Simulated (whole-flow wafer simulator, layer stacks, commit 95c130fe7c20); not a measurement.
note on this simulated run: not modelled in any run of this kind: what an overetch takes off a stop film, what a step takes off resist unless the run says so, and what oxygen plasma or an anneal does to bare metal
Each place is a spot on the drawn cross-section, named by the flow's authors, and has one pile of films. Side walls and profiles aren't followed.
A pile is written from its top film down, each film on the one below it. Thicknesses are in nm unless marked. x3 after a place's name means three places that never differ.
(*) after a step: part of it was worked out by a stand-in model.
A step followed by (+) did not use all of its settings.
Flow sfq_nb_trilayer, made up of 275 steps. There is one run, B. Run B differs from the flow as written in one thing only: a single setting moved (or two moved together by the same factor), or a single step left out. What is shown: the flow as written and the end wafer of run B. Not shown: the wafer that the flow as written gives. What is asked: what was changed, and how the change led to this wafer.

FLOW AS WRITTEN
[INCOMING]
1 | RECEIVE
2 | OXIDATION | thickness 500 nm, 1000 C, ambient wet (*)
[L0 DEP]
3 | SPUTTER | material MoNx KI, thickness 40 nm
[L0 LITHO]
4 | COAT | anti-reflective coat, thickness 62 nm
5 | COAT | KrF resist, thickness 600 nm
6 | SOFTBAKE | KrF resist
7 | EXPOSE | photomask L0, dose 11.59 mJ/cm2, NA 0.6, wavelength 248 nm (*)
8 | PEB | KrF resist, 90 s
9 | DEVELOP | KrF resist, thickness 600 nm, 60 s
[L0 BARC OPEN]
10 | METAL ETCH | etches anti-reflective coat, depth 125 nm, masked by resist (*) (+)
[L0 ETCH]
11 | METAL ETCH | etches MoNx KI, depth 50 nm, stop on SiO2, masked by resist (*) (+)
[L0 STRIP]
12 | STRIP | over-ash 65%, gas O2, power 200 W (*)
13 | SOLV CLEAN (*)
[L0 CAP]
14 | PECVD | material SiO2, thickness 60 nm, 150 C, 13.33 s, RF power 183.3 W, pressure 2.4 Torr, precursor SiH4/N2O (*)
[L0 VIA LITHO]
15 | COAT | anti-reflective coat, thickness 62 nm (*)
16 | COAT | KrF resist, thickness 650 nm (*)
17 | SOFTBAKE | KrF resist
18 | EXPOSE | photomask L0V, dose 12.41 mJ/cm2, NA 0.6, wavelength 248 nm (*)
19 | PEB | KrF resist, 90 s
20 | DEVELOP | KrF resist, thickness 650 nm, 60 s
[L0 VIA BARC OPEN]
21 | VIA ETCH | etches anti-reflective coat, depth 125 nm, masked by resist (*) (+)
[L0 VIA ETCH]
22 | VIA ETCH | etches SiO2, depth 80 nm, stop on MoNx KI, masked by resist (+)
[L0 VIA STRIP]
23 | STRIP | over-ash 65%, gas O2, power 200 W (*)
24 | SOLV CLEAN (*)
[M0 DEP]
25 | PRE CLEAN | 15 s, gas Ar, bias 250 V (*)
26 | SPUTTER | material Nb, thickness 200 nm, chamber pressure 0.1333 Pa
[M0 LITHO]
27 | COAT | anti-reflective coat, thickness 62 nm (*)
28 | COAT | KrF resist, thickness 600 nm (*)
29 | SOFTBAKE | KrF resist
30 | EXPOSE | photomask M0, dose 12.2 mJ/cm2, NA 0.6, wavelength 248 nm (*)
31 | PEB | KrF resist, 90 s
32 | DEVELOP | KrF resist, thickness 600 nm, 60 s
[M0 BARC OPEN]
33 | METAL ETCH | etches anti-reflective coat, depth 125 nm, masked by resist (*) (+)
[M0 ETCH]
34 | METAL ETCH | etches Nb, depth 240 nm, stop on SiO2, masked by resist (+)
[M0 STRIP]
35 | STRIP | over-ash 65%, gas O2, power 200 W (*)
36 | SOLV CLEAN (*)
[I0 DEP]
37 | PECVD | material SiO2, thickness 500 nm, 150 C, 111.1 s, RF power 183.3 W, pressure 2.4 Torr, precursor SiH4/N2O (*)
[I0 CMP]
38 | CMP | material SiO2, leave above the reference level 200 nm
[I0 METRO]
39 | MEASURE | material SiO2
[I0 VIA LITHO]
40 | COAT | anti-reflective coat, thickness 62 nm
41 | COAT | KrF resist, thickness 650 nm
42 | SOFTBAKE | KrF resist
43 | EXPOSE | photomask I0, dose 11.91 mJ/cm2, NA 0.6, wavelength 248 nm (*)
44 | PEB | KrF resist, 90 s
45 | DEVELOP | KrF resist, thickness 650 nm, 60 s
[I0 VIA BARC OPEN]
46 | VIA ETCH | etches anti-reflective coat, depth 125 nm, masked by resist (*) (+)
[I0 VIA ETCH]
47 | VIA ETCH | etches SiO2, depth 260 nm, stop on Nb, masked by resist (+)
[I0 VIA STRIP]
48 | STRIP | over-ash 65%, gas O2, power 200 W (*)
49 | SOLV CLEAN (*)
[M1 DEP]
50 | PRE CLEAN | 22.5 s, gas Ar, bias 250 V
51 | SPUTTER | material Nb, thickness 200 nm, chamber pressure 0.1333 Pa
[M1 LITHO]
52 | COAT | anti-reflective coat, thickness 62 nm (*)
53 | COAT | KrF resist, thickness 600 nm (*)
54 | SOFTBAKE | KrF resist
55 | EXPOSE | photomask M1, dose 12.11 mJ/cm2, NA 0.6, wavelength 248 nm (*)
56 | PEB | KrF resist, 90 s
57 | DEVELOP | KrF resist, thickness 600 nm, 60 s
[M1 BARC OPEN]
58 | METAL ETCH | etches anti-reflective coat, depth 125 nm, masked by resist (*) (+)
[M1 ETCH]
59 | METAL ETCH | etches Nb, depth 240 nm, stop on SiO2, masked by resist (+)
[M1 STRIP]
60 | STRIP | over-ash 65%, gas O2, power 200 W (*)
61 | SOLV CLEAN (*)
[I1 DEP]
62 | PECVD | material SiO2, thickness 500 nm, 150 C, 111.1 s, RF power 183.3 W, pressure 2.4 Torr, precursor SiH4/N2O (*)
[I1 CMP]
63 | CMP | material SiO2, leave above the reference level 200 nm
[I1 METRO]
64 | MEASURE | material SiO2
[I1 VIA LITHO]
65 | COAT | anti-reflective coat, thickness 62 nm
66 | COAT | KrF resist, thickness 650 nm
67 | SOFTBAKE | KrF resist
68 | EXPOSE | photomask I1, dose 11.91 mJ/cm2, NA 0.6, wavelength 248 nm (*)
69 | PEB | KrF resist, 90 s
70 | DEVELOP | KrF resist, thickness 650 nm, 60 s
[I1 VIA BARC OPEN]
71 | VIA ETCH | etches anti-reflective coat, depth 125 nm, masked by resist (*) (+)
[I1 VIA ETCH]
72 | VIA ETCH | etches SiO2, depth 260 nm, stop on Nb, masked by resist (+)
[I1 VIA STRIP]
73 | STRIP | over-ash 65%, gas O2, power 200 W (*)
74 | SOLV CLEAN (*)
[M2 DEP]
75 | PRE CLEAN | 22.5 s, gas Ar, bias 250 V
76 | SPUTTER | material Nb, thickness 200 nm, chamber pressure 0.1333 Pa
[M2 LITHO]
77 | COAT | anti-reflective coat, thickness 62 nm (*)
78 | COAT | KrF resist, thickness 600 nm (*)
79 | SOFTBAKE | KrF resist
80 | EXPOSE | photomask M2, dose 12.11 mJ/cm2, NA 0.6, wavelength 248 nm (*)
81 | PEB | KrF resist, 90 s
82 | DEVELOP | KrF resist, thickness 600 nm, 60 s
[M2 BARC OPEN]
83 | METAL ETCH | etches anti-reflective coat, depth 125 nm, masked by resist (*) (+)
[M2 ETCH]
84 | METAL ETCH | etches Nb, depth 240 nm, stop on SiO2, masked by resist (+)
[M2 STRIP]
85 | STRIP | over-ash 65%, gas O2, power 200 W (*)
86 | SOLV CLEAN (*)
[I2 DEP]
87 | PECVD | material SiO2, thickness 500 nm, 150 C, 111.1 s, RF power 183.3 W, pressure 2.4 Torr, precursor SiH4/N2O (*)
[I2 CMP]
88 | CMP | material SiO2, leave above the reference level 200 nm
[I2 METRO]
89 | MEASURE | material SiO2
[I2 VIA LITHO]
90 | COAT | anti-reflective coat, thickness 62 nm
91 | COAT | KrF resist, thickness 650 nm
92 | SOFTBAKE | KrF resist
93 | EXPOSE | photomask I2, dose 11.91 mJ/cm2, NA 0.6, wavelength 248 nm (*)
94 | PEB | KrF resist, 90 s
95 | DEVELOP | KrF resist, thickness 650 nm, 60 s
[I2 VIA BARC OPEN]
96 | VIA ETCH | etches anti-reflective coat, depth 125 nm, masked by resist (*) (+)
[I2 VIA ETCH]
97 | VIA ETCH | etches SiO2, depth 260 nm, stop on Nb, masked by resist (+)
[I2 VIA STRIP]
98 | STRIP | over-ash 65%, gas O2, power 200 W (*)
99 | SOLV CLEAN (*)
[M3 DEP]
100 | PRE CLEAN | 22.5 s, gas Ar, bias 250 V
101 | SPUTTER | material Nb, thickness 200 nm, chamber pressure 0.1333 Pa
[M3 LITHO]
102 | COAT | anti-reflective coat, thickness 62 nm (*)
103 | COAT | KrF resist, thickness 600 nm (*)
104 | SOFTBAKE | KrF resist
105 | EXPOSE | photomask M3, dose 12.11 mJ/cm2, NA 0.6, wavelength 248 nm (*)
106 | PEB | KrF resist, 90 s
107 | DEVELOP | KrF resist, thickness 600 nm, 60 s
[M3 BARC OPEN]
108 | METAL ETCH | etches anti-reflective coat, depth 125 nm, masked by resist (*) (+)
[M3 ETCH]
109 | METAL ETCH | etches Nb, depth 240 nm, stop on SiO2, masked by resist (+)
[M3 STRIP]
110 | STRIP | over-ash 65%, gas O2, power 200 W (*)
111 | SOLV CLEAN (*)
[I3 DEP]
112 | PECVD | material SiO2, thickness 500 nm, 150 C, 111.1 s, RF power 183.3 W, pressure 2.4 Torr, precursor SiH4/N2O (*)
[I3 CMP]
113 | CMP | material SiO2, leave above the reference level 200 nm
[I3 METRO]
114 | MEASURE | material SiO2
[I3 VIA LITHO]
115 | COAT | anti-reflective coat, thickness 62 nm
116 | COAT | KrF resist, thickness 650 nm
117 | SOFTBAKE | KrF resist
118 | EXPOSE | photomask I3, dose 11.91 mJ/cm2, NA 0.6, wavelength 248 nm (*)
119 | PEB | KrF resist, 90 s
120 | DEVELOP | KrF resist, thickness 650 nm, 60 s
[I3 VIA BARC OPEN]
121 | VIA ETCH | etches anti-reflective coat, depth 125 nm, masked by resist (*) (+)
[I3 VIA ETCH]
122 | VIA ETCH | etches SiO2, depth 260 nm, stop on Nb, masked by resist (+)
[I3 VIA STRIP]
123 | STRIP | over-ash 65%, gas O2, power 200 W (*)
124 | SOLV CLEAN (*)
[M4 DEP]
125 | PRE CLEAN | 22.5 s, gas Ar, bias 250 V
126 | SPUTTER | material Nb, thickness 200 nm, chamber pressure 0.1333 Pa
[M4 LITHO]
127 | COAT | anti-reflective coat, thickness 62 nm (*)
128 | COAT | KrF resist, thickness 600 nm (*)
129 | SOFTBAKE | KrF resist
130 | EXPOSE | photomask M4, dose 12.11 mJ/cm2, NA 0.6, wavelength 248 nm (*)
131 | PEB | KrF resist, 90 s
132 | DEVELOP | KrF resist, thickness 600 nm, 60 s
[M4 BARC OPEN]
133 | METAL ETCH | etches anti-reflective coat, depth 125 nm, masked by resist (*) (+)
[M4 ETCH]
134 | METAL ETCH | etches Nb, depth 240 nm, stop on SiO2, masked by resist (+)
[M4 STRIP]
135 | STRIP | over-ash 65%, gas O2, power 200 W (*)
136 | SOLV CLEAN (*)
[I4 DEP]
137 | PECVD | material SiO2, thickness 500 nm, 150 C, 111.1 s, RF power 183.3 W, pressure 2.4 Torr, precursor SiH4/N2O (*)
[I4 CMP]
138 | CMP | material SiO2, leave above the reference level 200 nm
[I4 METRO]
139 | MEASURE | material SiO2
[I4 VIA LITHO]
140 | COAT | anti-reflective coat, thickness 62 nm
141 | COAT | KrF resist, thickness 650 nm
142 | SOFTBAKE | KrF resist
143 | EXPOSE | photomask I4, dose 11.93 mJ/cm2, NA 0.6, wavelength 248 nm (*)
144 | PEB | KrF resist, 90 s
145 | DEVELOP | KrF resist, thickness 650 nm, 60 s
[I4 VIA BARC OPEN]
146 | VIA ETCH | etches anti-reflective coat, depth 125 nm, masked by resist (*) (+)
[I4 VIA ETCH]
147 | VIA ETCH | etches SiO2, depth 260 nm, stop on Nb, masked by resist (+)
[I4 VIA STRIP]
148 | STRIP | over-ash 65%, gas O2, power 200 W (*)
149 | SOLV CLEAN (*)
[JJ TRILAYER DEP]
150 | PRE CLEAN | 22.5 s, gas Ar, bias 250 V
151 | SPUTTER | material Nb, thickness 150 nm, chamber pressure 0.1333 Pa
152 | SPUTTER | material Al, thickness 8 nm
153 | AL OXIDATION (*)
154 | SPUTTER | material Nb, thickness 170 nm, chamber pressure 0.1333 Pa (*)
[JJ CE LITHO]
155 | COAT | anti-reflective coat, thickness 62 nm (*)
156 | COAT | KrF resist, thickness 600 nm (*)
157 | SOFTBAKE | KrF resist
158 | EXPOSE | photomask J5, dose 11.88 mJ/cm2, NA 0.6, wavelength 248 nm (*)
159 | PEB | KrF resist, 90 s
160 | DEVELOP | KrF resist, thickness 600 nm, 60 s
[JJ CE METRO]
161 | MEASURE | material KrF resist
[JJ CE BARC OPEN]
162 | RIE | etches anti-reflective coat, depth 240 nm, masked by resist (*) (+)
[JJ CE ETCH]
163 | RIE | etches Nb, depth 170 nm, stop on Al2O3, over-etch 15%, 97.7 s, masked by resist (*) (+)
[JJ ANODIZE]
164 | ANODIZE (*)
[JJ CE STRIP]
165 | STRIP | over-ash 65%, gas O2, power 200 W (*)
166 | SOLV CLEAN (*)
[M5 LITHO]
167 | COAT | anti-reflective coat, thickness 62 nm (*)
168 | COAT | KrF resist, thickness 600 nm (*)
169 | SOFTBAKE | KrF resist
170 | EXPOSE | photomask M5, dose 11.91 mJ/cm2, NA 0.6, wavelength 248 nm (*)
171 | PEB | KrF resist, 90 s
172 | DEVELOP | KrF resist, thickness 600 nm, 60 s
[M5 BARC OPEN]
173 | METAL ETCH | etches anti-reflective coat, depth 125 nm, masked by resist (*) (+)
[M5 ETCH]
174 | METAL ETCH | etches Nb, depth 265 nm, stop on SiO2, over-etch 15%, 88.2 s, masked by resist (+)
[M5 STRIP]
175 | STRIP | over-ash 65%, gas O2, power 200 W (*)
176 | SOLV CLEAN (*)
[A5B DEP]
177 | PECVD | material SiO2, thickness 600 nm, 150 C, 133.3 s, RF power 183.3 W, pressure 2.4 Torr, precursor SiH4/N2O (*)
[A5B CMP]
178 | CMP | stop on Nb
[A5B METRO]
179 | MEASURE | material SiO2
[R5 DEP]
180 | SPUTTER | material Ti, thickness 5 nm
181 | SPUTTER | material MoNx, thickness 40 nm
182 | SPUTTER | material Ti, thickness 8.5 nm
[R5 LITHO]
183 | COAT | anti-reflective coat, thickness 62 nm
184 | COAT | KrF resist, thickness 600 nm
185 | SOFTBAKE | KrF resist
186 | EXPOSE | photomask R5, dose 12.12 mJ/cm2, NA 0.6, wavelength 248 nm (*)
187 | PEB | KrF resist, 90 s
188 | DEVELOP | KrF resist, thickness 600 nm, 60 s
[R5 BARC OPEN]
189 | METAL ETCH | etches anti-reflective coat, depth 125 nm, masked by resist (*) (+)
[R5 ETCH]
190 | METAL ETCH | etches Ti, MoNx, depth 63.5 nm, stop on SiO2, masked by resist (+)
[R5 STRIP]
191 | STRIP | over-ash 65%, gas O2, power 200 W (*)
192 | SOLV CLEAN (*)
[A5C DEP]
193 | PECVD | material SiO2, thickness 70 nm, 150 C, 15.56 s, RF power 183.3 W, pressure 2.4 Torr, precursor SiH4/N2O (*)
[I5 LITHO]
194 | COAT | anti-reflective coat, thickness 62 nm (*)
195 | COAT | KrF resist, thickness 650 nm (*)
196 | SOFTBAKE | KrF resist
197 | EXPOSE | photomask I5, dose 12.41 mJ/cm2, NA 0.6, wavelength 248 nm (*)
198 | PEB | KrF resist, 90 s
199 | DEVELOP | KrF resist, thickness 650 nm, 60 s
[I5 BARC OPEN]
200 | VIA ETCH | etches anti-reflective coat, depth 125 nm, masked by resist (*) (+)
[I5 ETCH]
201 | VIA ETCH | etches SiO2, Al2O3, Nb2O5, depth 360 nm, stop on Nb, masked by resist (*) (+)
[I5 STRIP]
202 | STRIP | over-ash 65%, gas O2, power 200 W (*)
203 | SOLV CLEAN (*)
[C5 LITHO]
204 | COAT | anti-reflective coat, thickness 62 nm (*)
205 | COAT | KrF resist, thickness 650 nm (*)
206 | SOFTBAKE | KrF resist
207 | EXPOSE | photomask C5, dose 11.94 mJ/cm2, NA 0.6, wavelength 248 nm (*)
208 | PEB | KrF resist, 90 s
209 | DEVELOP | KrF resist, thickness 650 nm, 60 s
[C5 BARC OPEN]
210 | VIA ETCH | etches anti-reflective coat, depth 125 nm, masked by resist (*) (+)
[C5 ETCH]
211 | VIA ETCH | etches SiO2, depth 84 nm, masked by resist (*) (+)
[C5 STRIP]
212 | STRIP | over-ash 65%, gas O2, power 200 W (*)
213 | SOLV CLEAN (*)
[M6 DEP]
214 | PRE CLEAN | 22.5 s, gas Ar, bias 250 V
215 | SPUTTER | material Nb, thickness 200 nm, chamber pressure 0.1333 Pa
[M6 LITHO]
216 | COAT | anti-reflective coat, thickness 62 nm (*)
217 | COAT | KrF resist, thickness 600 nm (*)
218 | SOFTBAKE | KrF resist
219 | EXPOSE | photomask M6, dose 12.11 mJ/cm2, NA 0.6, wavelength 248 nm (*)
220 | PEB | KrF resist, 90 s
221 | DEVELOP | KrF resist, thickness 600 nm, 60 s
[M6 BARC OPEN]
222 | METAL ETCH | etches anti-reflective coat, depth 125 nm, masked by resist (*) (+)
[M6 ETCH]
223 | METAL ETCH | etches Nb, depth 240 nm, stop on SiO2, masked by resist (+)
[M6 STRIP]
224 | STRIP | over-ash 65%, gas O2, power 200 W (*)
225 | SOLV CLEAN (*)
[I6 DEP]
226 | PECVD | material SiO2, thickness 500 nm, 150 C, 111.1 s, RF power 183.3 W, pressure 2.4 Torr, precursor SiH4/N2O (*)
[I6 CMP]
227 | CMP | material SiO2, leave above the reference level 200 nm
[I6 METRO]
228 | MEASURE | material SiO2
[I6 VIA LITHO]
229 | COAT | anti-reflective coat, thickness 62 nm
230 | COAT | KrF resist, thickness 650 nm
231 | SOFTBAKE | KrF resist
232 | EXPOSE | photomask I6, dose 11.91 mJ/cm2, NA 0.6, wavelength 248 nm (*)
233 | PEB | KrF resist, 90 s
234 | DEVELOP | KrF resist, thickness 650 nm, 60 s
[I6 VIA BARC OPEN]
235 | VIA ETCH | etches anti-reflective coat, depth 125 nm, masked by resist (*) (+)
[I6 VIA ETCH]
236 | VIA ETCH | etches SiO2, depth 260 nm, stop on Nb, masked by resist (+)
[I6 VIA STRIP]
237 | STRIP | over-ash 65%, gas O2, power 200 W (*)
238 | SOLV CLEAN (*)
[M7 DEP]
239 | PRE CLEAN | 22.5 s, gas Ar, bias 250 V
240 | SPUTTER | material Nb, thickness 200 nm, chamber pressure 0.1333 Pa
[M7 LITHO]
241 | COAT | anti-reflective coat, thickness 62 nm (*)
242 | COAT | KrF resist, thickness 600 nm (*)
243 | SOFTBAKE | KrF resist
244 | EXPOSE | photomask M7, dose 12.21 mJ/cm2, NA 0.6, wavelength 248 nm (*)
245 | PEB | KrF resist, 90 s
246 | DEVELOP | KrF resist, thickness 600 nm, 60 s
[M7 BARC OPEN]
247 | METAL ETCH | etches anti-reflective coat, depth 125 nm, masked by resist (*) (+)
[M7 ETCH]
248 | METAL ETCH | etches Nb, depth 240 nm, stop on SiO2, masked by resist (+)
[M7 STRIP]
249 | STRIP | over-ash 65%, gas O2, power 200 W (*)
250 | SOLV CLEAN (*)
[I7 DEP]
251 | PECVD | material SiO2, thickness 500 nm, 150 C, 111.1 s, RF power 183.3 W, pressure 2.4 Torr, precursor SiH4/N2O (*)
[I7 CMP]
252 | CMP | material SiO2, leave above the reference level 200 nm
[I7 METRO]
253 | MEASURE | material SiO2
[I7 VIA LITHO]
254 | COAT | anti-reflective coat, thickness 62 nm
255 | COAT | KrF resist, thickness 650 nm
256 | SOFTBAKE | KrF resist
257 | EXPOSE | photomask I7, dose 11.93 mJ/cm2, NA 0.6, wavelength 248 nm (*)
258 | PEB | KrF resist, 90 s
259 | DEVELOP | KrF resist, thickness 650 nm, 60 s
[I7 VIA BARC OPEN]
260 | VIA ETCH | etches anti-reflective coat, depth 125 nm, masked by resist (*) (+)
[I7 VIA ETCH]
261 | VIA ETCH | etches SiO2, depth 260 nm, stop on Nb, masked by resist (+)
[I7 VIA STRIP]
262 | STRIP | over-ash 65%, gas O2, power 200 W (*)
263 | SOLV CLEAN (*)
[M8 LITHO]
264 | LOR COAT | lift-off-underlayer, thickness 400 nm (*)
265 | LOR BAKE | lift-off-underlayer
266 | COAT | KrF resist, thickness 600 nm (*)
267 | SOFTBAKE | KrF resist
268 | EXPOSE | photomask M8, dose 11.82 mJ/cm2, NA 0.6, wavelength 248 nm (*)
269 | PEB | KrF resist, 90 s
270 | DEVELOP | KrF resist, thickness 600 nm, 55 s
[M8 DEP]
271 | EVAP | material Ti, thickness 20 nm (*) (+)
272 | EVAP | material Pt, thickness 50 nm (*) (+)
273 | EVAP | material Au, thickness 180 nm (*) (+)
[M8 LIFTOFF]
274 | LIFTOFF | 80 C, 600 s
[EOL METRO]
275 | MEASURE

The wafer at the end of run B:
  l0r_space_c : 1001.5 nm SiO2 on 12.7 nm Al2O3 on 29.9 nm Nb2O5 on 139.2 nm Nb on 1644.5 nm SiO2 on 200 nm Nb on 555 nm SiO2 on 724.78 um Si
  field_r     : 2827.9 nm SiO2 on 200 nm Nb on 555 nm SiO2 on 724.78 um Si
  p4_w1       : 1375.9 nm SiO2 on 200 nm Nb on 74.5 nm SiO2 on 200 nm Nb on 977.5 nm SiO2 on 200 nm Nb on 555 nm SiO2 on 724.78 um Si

Cause: step 113, CMP: leave above the reference level 82 nm was run, while the flow as written has leave above the reference level 200 nm.

How this came from the change, step by step:
  113 | CMP | material SiO2, leave above the reference level 200 nm
      field_l, be, be_sur and 64 more: -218 SiO2 (it would be, as written: -100 SiO2)
      v_sur, via_wl, via_wr and 27 more: -418 SiO2 (it would be, as written: -300 SiO2)
      (and at 9 other places as well)
  122 | VIA ETCH | etches SiO2, depth 260 nm, stop on Nb, masked by resist (+)
      field_l, v_sur, via_wl and 102 more: -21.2 KrF resist (it would be, as written: -44.8 KrF resist)
      via_v: -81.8 SiO2 (all of it) (it would be, as written: -199.8 SiO2 (all of it))
  123 | STRIP | over-ash 65%, gas O2, power 200 W (*)
      field_l, v_sur, via_wl and 102 more: -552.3 KrF resist (all of it), -62 anti-reflective coat (all of it) (it would be, as written: -528.6 KrF resist (all of it), -62 anti-reflective coat (all of it))
  126 | SPUTTER | material Nb, thickness 200 nm, chamber pressure 0.1333 Pa
      via_v: +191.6 Nb (it would be, as written: +165.5 Nb)
  127 | COAT | anti-reflective coat, thickness 62 nm (*)
      via_sp: +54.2 anti-reflective coat (new film) (it would be, as written: +53 anti-reflective coat (new film))
      via_v: +96.6 anti-reflective coat (new film) (it would be, as written: +124.8 anti-reflective coat (new film))
      (and at 1 other place as well)
  128 | COAT | KrF resist, thickness 600 nm (*)
      via_v: +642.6 KrF resist (new film) (it would be, as written: +739.8 KrF resist (new film))
  135 | STRIP | over-ash 65%, gas O2, power 200 W (*)
      via_sp: -382.6 KrF resist (all of it), -54.2 anti-reflective coat (all of it) (it would be, as written: -373.9 KrF resist (all of it), -53 anti-reflective coat (all of it))
      via_v: -424.9 KrF resist (all of it), -96.6 anti-reflective coat (all of it) (it would be, as written: -521.8 KrF resist (all of it), -124.8 anti-reflective coat (all of it))
      (and at 1 other place as well)
  137 | PECVD | material SiO2, thickness 500 nm, 150 C, 111.1 s, RF power 183.3 W, pressure 2.4 Torr, precursor SiH4/N2O (*)
      via_v: +500 SiO2 (new film) (it would be, as written: +615 SiO2 (new film))
  138 | CMP | material SiO2, leave above the reference level 200 nm
      via_v: -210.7 SiO2 (it would be, as written: -181.6 SiO2)
